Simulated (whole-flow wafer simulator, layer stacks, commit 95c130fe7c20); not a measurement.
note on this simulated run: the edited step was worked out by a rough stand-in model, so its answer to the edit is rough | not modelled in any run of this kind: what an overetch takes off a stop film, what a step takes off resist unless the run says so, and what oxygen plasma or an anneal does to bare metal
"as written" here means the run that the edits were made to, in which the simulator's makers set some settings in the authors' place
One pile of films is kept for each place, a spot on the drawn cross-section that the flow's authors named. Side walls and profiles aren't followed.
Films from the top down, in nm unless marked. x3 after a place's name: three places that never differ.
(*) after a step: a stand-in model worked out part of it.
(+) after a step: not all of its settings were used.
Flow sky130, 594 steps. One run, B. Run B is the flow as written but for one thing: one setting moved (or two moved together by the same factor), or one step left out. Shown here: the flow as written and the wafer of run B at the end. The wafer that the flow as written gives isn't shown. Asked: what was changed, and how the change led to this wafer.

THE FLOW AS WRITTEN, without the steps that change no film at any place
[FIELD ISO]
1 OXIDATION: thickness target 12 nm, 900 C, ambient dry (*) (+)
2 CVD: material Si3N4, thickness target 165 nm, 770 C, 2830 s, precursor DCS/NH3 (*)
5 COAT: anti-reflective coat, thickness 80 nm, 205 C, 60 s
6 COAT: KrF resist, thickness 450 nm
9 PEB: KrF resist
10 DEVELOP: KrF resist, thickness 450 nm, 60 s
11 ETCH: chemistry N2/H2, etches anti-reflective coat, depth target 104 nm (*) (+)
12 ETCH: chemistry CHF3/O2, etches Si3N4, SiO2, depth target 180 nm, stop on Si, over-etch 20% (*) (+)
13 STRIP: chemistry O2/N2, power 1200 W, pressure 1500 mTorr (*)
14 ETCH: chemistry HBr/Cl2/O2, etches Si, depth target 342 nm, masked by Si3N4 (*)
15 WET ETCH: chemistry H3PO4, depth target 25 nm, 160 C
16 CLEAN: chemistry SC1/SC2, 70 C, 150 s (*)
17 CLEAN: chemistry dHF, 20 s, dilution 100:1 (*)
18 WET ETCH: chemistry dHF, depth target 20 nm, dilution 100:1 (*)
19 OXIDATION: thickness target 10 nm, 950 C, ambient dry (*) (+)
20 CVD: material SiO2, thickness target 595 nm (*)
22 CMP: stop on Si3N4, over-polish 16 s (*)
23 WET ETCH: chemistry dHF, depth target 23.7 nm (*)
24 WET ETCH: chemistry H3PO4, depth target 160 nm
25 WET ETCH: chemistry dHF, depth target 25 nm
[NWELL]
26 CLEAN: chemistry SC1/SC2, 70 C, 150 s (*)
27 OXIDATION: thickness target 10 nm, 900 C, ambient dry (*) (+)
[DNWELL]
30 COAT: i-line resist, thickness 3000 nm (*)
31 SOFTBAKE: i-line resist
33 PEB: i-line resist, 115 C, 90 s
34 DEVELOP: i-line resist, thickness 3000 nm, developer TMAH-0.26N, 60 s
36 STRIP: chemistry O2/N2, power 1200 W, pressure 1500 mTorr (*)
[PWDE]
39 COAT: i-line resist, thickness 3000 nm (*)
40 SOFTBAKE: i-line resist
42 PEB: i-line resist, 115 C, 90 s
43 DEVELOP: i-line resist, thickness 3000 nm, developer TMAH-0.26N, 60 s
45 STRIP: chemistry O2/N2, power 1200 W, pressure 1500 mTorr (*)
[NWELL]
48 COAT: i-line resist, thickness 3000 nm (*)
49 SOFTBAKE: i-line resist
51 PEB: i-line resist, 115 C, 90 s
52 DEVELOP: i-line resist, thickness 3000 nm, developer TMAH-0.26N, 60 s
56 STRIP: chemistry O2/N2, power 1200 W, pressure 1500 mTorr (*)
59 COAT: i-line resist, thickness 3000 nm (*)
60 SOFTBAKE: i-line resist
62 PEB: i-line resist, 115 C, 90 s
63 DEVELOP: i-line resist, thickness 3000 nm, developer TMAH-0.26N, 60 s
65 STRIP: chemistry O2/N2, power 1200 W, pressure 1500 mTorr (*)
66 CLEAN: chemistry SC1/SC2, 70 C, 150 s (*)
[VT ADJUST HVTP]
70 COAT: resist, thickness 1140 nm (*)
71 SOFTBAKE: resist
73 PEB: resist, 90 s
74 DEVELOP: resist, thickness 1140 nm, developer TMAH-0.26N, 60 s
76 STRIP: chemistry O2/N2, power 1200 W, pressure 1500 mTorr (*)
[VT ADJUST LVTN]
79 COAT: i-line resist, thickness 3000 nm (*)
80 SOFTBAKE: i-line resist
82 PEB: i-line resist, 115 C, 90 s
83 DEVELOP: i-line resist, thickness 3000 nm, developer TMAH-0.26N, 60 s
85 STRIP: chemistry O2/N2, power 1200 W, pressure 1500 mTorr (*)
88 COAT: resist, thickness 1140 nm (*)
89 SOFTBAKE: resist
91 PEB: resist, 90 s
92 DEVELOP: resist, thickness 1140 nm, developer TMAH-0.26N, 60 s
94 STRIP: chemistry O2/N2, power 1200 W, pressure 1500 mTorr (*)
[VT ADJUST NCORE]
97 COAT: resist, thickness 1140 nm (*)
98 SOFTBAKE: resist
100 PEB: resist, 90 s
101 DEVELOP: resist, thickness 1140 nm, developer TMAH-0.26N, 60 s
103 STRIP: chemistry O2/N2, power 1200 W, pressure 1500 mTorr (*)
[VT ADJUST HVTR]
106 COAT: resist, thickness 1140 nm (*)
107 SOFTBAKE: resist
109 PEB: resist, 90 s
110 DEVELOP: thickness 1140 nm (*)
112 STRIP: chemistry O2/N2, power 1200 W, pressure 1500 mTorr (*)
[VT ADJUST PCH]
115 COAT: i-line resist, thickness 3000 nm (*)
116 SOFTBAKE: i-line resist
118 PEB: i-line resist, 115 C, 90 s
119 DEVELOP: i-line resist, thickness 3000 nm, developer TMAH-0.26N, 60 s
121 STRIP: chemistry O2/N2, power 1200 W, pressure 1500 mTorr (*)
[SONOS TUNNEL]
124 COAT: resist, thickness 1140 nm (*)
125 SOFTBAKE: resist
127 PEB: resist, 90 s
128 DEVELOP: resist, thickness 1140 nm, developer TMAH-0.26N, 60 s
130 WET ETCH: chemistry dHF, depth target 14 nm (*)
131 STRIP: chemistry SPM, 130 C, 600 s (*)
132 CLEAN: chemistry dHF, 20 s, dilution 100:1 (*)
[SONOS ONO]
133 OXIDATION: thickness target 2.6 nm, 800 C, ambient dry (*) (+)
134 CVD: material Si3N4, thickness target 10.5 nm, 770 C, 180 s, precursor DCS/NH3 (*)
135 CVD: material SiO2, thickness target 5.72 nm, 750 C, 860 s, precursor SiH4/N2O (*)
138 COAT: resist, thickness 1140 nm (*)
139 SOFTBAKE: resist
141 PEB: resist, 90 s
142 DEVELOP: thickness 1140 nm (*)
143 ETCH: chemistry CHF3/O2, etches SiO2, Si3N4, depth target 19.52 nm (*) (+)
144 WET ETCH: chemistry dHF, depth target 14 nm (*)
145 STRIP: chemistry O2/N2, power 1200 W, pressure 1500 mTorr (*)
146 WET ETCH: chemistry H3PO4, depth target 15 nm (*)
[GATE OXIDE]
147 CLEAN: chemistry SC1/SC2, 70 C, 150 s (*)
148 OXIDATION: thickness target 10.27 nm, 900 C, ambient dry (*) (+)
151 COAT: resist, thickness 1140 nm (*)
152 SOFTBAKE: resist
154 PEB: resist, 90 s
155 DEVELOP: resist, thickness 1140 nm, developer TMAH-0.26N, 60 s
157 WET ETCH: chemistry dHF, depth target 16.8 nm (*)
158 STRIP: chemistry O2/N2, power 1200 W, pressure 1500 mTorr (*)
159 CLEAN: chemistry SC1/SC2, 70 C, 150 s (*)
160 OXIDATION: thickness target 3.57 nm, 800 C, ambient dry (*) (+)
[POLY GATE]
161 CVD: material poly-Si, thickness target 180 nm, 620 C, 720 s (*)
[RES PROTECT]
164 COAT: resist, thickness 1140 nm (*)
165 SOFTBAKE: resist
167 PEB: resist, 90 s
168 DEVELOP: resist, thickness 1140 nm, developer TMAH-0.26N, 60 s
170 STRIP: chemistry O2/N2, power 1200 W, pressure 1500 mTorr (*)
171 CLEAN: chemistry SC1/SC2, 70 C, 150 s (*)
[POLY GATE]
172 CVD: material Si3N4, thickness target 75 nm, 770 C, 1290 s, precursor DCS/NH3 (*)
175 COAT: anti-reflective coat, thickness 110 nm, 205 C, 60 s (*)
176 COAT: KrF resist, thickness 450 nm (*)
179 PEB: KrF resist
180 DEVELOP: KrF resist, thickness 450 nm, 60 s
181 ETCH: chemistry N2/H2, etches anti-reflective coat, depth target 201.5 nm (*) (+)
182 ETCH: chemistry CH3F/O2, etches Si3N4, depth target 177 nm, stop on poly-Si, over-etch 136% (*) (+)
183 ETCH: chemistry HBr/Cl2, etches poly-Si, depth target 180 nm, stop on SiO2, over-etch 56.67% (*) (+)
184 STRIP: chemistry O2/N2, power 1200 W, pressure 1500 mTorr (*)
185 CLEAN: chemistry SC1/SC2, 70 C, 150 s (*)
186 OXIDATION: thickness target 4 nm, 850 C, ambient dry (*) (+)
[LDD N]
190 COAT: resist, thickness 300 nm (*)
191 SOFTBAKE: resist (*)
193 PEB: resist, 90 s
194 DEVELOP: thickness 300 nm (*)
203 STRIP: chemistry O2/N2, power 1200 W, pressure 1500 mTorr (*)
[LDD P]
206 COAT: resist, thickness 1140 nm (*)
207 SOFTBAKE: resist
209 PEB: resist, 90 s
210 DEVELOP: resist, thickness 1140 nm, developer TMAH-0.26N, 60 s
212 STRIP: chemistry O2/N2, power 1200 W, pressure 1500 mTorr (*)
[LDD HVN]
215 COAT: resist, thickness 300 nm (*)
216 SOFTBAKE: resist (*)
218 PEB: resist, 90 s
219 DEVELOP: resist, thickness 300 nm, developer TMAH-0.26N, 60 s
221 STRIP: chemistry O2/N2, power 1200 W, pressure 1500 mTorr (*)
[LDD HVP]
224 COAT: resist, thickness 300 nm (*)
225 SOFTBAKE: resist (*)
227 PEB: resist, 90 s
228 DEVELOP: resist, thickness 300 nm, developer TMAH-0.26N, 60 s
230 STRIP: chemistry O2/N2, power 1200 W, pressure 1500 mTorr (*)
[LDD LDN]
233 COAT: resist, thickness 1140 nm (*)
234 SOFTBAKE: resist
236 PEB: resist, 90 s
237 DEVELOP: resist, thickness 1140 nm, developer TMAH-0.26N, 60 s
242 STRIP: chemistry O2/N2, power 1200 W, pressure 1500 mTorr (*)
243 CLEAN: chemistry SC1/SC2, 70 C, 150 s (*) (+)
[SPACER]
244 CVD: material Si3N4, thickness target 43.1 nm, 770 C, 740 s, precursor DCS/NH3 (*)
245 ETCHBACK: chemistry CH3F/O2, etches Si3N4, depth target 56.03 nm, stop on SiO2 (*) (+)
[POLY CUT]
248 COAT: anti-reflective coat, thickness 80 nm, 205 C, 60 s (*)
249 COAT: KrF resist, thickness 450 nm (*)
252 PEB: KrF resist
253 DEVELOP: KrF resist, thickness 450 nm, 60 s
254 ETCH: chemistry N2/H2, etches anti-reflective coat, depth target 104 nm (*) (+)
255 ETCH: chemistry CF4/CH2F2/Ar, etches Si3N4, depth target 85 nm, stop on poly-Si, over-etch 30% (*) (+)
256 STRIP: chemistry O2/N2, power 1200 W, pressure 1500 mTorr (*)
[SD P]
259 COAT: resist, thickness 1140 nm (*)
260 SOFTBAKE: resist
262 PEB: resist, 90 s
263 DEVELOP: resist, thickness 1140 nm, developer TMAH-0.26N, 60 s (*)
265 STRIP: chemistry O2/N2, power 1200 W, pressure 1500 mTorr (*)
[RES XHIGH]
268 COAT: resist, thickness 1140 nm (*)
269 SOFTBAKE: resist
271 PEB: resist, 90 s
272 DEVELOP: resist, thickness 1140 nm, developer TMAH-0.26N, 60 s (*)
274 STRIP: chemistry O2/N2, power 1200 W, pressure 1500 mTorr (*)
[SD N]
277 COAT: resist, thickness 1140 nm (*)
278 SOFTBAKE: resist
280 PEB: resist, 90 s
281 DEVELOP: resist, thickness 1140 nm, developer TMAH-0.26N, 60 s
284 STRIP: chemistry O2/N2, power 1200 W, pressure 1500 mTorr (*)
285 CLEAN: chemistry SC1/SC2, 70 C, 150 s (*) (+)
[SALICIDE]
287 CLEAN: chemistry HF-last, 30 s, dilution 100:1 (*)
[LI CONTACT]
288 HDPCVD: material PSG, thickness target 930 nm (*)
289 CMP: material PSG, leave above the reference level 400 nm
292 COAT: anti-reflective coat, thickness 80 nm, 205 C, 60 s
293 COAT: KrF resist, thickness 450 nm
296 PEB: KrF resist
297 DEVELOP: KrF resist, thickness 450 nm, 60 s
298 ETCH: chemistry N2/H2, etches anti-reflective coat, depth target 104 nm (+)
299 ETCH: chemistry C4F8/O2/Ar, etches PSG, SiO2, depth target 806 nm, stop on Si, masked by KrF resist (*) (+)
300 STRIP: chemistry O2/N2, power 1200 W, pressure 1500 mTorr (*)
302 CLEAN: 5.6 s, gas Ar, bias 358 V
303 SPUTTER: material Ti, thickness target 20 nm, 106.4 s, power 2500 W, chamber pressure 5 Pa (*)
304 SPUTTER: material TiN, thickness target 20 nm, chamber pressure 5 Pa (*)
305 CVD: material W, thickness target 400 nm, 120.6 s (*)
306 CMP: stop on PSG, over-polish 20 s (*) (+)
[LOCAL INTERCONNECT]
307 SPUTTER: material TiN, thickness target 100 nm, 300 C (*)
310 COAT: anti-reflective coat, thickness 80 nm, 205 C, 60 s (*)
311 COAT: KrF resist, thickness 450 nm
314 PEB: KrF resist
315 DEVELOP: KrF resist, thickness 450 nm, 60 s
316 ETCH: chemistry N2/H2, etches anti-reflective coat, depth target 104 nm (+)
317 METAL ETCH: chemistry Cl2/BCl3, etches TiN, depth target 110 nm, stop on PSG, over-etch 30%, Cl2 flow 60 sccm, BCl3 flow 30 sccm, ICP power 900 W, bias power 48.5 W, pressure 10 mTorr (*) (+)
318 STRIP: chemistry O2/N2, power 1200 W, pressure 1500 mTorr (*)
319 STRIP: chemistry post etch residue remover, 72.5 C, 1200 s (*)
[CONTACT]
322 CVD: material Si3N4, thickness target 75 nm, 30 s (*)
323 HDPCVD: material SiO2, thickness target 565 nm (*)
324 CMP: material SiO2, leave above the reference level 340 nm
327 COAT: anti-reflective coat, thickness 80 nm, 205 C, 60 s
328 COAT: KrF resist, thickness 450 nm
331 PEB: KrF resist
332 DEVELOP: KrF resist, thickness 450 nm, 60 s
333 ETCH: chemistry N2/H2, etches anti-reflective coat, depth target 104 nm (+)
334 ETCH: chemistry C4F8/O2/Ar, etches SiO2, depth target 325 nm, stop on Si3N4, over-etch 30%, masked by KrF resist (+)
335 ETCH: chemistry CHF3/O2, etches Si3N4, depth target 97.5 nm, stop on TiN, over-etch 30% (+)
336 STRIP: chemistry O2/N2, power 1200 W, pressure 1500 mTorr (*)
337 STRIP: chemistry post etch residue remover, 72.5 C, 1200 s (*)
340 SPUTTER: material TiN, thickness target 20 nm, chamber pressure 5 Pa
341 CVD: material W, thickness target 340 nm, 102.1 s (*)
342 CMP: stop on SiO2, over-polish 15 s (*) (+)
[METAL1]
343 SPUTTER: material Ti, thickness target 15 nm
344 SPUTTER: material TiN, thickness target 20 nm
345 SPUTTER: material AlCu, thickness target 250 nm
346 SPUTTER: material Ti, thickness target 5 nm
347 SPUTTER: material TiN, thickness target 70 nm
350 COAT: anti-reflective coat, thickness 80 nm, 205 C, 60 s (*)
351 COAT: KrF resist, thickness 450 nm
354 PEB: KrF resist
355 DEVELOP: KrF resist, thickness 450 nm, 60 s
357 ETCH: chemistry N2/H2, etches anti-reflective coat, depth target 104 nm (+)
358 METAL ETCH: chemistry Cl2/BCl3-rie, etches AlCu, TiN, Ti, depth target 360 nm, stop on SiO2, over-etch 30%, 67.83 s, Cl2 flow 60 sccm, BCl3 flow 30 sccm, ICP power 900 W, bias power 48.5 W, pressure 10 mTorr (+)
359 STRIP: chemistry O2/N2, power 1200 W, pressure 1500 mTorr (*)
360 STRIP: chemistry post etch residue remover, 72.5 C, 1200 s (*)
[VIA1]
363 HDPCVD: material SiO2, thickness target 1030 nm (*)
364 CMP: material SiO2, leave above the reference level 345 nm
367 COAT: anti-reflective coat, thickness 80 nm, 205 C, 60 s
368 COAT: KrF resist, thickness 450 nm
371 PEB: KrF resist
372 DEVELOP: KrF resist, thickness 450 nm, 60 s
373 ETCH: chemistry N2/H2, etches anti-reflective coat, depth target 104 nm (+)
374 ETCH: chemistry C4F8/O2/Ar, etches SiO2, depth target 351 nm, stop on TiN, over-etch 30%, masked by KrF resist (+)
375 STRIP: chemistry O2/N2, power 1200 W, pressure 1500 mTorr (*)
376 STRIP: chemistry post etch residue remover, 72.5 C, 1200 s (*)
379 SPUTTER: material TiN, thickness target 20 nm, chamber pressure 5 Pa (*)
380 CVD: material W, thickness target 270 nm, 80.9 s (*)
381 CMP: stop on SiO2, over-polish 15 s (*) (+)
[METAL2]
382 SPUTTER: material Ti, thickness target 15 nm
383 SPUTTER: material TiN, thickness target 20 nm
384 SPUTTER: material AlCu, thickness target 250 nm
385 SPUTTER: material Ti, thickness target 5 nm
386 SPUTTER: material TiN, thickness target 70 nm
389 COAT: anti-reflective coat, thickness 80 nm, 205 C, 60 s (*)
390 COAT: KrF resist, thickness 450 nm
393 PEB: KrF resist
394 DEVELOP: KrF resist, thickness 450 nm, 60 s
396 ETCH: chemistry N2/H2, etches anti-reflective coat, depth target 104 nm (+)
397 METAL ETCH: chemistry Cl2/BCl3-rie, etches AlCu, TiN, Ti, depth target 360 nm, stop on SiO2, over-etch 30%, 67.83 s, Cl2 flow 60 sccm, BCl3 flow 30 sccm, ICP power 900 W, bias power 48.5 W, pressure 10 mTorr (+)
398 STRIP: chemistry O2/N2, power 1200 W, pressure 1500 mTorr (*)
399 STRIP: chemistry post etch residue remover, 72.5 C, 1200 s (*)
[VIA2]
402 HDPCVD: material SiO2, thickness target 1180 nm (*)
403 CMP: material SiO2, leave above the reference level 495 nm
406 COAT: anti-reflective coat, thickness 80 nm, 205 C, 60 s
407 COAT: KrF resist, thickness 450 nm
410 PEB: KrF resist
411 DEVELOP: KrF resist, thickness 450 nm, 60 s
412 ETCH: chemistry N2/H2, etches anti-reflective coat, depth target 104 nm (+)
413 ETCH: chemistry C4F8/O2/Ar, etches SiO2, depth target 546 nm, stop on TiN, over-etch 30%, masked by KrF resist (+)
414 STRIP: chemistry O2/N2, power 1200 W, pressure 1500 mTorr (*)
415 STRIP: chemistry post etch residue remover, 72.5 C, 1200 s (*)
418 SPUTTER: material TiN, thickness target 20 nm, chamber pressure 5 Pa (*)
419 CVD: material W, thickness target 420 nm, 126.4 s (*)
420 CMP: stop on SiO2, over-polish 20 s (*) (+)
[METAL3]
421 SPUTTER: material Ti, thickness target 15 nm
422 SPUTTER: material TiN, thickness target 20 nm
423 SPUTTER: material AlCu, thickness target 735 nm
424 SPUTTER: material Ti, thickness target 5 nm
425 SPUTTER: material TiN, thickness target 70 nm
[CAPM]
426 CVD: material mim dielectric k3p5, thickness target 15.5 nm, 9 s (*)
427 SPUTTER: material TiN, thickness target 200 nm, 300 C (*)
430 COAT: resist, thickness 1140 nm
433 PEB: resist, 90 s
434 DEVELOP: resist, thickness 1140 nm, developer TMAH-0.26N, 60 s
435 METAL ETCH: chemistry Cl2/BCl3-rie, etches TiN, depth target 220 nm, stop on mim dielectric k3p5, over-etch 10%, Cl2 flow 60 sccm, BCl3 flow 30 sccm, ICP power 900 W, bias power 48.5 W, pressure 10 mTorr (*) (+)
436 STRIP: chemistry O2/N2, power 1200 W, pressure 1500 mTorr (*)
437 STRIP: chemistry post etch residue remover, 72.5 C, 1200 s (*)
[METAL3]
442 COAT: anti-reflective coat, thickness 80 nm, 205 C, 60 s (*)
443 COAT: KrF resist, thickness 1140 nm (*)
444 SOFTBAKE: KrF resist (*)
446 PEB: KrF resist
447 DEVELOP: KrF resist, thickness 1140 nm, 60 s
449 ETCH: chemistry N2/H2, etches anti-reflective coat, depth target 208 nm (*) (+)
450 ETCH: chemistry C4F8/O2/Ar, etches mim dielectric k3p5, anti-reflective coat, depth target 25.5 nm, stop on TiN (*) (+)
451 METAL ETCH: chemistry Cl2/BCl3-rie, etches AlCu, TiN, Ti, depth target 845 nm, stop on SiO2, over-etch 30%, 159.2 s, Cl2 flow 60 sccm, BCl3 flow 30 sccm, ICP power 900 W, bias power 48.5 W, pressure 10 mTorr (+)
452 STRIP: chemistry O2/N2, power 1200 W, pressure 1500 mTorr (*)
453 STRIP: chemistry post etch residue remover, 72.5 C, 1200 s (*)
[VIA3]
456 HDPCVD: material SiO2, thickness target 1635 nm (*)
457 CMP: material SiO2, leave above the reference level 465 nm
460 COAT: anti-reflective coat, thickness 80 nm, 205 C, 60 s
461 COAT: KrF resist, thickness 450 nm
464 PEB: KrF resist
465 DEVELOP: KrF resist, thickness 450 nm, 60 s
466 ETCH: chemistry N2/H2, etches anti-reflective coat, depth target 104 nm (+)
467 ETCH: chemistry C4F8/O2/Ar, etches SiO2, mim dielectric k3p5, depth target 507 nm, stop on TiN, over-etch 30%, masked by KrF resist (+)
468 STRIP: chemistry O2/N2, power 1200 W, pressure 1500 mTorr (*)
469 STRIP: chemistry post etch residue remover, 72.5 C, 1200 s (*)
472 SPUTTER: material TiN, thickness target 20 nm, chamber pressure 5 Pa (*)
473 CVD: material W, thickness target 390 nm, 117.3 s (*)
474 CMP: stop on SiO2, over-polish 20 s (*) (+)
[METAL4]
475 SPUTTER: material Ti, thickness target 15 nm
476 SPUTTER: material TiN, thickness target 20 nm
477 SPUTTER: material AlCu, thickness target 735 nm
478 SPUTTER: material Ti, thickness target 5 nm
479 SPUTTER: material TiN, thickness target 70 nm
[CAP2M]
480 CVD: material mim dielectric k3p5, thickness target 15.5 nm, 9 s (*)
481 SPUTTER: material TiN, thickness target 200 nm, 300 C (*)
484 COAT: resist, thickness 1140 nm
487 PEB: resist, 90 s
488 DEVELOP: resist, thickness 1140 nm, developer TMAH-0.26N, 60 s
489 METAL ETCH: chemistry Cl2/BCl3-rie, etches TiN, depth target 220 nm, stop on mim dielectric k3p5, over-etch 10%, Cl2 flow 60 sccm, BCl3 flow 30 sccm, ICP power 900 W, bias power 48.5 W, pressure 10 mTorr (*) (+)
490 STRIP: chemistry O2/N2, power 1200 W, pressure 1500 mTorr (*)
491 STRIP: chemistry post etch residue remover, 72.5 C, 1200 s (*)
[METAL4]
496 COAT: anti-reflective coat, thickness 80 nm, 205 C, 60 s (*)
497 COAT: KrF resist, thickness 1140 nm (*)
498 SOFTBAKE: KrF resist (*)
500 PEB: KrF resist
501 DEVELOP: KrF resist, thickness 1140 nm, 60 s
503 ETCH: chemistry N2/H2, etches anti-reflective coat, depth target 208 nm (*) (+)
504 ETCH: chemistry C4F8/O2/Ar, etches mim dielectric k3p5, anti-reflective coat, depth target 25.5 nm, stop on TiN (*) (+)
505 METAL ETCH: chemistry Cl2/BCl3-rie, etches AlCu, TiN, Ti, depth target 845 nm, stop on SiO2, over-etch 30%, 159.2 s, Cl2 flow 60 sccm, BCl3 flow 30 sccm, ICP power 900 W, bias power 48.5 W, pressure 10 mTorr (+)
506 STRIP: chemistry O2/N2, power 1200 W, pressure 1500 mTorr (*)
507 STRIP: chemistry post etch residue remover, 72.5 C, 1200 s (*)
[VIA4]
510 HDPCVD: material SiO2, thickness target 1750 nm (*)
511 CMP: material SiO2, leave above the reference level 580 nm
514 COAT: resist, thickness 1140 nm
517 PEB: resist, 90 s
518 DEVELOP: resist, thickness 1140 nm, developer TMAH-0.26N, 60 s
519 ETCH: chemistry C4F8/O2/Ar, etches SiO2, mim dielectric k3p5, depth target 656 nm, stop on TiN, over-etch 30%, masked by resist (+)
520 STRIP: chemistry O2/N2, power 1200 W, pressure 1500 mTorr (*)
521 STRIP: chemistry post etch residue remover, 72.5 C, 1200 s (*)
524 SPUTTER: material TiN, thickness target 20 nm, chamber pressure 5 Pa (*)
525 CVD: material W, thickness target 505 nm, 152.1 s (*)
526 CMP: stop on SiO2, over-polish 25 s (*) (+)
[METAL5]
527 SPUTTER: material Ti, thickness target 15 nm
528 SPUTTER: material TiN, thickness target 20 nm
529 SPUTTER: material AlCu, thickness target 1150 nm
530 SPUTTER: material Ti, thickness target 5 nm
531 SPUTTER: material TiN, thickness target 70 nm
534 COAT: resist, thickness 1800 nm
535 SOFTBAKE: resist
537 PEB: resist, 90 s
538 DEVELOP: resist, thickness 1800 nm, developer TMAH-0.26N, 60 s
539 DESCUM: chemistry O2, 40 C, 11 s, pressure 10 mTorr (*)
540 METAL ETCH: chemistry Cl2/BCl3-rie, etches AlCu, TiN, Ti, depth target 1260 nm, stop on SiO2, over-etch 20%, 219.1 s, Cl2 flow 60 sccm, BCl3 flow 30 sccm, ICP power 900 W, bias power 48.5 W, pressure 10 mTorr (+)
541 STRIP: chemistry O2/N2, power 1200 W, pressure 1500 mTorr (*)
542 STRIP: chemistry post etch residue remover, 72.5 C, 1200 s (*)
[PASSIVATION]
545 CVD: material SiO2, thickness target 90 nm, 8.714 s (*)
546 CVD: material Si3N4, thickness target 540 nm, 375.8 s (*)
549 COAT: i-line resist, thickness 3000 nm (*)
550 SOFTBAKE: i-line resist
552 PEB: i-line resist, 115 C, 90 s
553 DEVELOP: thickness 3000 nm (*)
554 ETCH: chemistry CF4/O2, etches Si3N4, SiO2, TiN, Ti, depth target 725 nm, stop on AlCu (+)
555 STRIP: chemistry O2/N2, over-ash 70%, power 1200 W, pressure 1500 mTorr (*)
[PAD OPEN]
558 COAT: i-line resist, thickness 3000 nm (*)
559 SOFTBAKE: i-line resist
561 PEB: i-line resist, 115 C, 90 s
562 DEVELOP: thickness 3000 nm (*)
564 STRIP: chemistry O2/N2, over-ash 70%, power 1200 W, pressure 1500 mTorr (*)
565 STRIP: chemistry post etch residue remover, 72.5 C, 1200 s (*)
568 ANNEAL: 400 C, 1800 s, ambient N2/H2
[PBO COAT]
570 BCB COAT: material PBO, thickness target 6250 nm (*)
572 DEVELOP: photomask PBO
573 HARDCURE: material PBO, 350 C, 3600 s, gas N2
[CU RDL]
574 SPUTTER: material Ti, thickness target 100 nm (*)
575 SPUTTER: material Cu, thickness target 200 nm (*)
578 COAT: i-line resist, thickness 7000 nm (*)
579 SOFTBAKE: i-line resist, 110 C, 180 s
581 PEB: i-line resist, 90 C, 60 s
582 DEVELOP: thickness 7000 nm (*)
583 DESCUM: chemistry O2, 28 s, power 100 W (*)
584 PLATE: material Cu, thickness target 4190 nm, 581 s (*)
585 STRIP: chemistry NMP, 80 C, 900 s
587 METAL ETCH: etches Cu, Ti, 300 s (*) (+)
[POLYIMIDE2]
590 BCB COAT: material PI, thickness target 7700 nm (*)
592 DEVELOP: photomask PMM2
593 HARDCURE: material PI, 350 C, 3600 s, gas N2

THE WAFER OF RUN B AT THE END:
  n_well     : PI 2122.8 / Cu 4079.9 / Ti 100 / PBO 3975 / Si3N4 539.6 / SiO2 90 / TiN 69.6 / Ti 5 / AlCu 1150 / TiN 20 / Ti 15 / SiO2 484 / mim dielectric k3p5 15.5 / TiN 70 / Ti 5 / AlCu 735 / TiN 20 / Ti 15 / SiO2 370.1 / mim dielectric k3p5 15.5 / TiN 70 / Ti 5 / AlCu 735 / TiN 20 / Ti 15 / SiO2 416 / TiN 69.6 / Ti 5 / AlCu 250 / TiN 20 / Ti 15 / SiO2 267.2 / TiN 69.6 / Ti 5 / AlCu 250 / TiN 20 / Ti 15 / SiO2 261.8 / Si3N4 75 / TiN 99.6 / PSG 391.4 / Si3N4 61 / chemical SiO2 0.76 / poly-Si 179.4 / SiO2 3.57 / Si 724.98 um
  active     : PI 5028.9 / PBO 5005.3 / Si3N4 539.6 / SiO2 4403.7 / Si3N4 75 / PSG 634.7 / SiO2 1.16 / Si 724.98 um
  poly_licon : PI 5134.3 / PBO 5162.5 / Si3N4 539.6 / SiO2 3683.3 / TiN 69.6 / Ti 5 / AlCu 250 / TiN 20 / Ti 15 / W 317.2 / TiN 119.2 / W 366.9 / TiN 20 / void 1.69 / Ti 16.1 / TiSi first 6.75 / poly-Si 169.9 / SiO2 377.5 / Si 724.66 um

The cause: step 575, SPUTTER: thickness target 280 nm was run, where the flow has thickness target 200 nm.

How the change led to this, step by step:
  575 SPUTTER: material Cu, thickness target 200 nm (*)
      field, active, n_well and 190 more: Cu +280 (new film) (as written it would be: Cu +200 (new film))
  587 METAL ETCH: etches Cu, Ti, 300 s (*) (+)
      field, active, gate and 167 more: Cu -280 (all of it), Ti -100 (all of it) (as written it would be: Cu -200 (all of it), Ti -100 (all of it))
  590 BCB COAT: material PI, thickness target 7700 nm (*)
      n_well, p_well, sd_n, sd_p: PI +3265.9 (new film) (as written it would be: PI +3345.9 (new film))
      mim: PI +3564.7 (new film) (as written it would be: PI +3640.8 (new film))
      (and at 6 more places)
  593 HARDCURE: material PI, 350 C, 3600 s, gas N2
      n_well, p_well, sd_n, sd_p: PI -1143.1 (as written it would be: PI -1171.1)
